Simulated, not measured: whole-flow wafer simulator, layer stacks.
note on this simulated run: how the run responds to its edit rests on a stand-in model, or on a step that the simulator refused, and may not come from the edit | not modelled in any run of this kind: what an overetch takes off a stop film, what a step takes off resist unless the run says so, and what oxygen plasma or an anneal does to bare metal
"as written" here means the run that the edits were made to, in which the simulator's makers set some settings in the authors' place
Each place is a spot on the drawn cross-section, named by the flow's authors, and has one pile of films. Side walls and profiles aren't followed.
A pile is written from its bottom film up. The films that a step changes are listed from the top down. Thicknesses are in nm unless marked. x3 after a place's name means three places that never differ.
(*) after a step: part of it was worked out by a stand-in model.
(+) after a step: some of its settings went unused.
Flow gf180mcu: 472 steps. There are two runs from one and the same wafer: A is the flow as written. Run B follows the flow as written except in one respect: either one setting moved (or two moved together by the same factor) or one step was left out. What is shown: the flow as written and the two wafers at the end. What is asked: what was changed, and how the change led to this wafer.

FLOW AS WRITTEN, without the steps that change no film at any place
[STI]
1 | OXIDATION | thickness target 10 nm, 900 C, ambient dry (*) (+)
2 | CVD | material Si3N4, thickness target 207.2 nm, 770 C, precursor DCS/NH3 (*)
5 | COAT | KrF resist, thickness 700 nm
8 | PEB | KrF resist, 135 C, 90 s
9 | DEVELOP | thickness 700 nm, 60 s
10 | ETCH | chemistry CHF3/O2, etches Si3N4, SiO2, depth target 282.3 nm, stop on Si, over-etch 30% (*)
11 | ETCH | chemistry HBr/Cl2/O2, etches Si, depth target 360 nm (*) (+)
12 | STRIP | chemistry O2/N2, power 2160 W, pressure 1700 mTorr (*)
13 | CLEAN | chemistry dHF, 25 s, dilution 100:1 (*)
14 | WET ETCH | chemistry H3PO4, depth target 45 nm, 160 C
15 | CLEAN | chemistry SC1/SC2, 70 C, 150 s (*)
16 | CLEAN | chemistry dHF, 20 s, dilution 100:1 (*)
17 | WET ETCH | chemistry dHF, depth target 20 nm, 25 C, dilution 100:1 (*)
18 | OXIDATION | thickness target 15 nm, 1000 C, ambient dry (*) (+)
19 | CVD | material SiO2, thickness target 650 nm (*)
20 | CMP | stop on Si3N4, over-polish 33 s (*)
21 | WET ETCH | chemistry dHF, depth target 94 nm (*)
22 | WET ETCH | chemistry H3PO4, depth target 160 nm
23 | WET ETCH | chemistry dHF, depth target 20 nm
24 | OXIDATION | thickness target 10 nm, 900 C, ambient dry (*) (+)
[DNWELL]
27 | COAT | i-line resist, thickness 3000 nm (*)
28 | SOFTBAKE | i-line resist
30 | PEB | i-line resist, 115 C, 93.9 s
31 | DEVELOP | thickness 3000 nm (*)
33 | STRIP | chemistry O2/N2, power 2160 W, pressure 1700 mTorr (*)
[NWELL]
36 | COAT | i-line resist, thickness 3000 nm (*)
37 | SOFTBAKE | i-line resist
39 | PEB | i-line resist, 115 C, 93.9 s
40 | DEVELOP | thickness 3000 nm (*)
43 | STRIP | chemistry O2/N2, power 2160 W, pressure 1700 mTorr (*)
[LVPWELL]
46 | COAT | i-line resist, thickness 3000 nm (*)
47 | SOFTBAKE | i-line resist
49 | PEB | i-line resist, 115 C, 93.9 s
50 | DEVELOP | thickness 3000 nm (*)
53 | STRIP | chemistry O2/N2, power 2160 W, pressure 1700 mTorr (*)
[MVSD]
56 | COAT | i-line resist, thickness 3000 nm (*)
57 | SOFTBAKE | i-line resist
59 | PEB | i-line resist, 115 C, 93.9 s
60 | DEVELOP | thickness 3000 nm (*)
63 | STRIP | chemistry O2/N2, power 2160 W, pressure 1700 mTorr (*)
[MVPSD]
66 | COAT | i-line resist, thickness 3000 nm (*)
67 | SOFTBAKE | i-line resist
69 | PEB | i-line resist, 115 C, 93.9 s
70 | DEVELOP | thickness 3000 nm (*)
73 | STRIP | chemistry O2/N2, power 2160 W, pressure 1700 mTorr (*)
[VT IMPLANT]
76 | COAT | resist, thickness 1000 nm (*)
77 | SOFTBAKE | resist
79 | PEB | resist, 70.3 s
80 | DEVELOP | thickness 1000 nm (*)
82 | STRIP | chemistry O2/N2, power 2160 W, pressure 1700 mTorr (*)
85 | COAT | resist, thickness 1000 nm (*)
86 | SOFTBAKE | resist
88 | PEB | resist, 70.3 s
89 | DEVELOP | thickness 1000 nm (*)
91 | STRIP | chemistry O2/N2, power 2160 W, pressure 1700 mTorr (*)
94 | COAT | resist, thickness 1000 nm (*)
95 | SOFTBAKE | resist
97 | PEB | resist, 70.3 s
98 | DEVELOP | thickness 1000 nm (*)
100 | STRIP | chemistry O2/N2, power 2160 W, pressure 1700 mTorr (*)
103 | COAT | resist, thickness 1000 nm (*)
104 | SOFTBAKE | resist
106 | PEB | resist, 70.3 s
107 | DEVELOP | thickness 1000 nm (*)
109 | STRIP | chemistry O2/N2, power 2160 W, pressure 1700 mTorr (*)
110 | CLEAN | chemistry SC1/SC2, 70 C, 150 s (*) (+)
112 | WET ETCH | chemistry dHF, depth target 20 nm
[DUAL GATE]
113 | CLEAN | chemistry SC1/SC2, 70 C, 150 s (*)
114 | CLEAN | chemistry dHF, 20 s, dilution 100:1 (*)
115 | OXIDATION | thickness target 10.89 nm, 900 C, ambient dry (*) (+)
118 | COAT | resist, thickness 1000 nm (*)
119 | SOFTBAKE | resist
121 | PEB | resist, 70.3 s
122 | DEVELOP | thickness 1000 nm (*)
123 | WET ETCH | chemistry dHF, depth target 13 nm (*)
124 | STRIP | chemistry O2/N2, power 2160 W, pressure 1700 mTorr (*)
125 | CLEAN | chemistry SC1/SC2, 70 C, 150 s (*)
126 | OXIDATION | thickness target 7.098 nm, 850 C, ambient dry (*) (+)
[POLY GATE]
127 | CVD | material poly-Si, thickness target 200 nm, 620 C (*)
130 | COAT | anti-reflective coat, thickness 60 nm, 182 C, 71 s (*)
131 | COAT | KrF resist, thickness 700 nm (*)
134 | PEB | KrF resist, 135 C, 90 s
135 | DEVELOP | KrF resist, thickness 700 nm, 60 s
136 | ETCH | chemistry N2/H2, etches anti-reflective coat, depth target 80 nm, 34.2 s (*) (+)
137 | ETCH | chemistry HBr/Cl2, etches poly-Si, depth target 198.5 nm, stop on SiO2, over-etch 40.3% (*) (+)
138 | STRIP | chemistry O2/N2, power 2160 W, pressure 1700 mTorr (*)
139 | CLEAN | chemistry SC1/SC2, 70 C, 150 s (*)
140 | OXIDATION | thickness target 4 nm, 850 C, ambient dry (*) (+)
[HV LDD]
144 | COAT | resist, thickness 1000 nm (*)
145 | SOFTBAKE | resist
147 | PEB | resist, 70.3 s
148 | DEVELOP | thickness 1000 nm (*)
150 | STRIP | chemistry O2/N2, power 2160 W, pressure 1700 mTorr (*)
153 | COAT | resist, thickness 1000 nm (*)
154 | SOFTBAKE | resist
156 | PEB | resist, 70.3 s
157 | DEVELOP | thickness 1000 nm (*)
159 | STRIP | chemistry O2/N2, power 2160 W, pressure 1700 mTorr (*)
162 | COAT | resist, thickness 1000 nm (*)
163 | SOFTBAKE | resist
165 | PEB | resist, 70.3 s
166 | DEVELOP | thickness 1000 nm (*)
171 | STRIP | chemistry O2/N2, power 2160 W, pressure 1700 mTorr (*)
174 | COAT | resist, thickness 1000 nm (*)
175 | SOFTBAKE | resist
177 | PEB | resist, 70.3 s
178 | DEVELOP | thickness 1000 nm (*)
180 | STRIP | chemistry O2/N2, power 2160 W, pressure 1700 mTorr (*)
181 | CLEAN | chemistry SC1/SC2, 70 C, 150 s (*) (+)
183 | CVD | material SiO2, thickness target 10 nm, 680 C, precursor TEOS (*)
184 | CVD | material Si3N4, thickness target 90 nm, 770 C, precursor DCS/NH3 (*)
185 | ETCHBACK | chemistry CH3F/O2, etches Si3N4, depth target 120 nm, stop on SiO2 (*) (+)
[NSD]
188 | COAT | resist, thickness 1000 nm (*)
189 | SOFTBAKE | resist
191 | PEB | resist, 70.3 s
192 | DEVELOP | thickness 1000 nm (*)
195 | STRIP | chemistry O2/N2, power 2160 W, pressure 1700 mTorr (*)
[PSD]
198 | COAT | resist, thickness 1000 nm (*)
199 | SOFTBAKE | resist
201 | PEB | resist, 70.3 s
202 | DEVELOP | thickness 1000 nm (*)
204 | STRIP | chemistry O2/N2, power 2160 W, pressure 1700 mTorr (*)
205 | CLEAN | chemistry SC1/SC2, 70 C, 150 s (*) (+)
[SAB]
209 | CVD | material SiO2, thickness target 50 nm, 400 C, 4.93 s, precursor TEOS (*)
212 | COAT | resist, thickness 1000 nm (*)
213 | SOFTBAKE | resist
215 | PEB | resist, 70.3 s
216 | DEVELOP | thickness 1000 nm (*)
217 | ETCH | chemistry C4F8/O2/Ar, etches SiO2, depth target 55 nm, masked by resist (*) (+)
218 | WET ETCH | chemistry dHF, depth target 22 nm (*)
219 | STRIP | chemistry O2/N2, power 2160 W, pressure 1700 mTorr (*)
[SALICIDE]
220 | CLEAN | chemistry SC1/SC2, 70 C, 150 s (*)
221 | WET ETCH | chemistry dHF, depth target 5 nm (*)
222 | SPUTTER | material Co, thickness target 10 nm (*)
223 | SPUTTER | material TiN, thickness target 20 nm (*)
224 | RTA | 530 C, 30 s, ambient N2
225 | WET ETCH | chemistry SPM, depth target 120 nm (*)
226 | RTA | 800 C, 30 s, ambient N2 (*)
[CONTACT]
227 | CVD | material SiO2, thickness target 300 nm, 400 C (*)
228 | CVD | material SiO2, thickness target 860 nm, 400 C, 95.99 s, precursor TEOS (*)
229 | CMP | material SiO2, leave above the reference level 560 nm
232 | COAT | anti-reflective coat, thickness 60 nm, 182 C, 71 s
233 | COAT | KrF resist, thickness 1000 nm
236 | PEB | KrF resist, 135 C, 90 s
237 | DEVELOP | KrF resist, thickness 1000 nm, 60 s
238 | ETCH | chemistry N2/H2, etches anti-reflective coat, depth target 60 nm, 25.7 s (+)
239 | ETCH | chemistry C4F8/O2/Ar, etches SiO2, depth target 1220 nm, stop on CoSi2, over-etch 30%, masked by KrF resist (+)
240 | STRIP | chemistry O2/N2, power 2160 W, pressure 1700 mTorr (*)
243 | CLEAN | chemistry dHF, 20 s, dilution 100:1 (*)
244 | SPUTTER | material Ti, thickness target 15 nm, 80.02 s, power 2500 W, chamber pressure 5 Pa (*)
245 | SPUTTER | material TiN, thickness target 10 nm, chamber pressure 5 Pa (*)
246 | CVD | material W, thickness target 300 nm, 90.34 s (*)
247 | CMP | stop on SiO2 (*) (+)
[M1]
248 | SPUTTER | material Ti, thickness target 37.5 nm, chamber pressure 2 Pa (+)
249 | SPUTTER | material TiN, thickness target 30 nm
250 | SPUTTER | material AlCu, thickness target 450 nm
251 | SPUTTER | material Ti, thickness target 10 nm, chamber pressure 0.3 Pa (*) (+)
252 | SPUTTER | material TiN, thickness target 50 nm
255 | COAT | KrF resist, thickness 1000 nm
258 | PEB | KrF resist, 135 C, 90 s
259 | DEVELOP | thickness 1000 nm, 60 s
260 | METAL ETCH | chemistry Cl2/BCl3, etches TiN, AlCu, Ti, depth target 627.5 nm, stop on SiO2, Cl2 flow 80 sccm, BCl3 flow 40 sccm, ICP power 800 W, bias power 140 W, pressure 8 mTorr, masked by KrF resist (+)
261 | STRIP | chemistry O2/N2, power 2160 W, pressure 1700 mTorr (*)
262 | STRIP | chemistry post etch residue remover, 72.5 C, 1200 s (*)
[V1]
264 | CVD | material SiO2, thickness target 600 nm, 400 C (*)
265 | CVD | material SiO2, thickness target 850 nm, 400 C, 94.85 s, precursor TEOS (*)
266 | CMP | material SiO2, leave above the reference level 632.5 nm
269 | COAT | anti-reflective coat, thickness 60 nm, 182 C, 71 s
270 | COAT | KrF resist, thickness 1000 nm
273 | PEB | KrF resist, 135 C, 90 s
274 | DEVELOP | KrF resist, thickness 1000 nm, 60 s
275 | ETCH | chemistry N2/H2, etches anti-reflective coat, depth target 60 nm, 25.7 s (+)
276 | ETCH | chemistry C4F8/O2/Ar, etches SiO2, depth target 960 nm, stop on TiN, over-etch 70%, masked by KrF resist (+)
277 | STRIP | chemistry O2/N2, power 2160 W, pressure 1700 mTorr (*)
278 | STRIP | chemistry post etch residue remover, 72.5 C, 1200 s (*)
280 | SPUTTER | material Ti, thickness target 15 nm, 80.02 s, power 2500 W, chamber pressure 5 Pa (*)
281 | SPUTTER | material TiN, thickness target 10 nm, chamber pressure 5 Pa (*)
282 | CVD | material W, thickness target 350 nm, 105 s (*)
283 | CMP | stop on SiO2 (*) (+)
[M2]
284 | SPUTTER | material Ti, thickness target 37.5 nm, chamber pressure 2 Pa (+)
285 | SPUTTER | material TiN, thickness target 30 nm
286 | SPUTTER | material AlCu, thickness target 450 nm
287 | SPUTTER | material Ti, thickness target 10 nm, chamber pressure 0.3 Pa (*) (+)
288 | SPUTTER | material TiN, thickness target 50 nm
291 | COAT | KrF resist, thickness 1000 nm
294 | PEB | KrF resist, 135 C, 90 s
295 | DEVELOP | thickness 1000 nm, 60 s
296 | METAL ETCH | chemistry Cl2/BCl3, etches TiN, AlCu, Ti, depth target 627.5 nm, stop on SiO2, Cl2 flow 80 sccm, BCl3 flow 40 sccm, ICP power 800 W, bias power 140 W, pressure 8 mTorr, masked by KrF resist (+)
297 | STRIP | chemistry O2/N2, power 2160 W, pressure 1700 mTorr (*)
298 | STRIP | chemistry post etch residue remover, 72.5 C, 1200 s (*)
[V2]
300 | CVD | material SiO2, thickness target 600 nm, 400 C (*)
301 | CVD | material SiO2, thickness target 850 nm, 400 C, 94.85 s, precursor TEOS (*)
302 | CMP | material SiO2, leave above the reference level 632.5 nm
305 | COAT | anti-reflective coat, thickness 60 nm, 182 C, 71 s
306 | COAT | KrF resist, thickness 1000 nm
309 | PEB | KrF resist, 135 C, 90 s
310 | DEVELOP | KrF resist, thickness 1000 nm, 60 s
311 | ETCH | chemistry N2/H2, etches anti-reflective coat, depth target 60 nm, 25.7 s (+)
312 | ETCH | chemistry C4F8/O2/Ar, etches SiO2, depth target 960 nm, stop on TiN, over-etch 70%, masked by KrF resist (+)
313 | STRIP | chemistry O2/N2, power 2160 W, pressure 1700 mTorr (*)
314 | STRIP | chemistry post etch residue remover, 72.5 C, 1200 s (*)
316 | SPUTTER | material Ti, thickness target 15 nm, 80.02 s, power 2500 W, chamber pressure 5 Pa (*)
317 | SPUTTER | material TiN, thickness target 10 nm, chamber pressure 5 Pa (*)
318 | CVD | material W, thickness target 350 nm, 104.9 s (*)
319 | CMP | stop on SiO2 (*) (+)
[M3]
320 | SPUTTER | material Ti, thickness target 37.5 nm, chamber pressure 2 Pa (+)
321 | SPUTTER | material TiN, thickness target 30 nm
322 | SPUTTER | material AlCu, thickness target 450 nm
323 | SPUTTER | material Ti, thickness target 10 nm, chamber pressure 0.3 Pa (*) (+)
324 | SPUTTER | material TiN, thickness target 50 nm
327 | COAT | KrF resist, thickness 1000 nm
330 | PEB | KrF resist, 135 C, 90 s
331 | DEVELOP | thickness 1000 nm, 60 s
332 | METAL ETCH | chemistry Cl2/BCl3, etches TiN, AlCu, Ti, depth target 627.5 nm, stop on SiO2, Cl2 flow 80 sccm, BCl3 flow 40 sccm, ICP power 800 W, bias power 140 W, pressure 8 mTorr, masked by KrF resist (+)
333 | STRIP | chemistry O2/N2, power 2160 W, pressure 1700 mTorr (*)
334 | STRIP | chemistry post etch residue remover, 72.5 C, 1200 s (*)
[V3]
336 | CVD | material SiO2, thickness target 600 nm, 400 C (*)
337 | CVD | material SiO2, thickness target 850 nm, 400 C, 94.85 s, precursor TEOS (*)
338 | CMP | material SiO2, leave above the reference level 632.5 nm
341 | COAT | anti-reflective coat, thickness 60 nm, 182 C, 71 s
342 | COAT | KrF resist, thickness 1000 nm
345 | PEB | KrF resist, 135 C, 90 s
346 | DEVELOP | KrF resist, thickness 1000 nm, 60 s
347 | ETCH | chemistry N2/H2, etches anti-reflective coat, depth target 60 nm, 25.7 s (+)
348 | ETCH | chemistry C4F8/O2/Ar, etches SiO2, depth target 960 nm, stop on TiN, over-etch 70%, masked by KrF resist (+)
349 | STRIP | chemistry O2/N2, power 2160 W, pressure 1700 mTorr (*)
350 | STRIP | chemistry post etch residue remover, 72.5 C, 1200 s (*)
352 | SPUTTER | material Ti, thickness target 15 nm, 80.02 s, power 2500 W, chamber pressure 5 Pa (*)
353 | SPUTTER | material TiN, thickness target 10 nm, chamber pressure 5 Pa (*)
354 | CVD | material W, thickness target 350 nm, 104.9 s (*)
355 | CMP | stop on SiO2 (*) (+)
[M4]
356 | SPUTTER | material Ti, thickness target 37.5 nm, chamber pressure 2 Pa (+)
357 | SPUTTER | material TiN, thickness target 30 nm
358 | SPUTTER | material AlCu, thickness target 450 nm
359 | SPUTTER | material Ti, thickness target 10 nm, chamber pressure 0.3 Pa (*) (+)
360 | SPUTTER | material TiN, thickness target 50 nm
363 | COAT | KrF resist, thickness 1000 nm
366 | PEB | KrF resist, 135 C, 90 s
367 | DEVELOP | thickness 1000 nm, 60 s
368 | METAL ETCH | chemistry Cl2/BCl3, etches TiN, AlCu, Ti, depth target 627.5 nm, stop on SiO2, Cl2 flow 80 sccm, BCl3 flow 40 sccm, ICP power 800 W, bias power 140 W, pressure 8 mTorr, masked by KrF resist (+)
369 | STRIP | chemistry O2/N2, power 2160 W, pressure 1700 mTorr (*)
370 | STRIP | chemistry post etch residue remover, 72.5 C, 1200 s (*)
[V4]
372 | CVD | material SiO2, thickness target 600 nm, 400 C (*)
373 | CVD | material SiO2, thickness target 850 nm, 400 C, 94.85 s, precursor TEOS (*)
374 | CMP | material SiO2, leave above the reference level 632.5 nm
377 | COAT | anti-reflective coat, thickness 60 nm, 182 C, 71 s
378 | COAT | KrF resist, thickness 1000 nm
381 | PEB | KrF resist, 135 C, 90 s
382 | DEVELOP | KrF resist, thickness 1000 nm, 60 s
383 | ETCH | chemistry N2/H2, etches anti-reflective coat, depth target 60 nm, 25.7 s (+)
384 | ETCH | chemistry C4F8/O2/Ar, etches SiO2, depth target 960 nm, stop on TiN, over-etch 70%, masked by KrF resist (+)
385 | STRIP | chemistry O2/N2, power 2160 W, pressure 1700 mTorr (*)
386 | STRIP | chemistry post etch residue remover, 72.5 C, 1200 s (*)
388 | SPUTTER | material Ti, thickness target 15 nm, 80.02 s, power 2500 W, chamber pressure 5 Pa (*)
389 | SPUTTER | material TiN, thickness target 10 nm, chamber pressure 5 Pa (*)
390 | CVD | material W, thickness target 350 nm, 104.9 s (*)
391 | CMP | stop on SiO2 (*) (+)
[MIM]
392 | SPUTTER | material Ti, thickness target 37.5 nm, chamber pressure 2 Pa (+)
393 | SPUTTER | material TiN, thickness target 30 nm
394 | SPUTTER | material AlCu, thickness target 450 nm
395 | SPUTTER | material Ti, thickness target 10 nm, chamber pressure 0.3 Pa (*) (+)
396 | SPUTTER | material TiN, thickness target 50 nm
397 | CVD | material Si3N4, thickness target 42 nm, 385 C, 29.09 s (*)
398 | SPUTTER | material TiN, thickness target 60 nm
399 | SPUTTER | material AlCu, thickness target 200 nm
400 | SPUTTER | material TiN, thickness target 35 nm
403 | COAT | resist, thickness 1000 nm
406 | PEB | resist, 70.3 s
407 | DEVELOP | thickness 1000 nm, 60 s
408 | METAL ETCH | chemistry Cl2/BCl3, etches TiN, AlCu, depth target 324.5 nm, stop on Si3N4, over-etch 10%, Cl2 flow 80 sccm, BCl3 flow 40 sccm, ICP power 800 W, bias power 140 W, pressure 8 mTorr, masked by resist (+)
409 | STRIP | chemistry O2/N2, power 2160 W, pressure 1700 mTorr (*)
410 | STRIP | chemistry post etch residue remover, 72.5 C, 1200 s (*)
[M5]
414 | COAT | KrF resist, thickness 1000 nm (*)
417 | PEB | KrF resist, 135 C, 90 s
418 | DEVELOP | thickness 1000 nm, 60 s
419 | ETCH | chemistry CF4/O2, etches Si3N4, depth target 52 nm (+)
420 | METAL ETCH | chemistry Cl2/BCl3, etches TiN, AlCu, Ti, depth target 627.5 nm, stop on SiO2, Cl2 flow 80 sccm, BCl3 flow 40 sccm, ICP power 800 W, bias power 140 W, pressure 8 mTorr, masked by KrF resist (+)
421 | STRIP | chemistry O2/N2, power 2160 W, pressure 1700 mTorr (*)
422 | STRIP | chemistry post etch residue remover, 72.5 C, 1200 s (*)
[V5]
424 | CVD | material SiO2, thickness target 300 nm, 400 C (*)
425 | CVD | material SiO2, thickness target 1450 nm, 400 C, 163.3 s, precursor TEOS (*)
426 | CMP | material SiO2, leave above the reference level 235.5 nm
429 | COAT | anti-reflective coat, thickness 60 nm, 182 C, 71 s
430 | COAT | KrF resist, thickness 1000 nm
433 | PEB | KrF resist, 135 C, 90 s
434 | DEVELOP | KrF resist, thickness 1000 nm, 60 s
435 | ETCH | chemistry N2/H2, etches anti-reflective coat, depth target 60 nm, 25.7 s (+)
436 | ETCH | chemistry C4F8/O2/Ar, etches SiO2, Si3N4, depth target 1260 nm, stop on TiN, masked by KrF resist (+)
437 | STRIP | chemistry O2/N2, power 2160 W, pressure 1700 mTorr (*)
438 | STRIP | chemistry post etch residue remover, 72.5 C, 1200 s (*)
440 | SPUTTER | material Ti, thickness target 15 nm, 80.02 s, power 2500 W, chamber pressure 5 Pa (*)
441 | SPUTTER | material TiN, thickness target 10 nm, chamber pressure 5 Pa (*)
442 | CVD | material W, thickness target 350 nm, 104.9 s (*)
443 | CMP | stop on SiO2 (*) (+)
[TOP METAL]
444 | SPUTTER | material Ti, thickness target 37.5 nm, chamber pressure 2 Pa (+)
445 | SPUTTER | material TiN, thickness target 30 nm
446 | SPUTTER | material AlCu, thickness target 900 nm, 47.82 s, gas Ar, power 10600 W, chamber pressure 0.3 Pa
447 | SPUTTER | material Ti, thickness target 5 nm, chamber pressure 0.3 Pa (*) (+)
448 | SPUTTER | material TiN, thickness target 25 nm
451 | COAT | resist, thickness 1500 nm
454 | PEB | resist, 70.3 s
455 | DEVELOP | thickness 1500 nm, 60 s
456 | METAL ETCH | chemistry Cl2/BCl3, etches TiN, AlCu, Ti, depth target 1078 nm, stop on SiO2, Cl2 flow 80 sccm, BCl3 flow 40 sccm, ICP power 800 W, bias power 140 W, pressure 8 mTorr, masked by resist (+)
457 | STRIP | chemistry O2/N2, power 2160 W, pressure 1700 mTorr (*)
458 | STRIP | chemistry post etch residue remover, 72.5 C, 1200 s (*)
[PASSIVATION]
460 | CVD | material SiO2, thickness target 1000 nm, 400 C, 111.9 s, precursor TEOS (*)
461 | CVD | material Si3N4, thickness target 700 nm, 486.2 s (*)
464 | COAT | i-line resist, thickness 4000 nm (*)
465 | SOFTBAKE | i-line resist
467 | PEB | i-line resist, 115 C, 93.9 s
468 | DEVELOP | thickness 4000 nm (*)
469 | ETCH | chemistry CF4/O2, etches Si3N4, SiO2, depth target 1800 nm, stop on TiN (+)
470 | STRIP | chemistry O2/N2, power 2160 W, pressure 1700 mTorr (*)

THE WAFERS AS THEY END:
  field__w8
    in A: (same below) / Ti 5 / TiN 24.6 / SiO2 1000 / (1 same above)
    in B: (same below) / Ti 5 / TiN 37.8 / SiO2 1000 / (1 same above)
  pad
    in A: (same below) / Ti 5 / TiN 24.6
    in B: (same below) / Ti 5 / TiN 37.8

What caused this: step 448, SPUTTER: thickness target 38.2 nm was run, whereas the flow has thickness target 25 nm.

How this came from the change, step by step:
  448 | SPUTTER | material TiN, thickness target 25 nm
      field, field__w1, field__w2 and 109 more: A +25 TiN (new film) | B +38.2 TiN (new film)
  456 | METAL ETCH | chemistry Cl2/BCl3, etches TiN, AlCu, Ti, depth target 1078 nm, stop on SiO2, Cl2 flow 80 sccm, BCl3 flow 40 sccm, ICP power 800 W, bias power 140 W, pressure 8 mTorr, masked by resist (+)
      field, field__w1, field__w2 and 103 more: A -25 TiN (all of it), -5 Ti (all of it), -900 AlCu (all of it), -30 TiN (all of it), -37.5 Ti (all of it) | B -38.2 TiN (all of it), -5 Ti (all of it), -900 AlCu (all of it), -30 TiN (all of it), -37.5 Ti (all of it)
  465 | SOFTBAKE | i-line resist
      gate: A +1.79 i-line resist | B -0.27 i-line resist
      ld_acc_p, ld_fp_p, ld_drift_p: A +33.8 i-line resist | B +27.4 i-line resist
      (also at 56 further places)
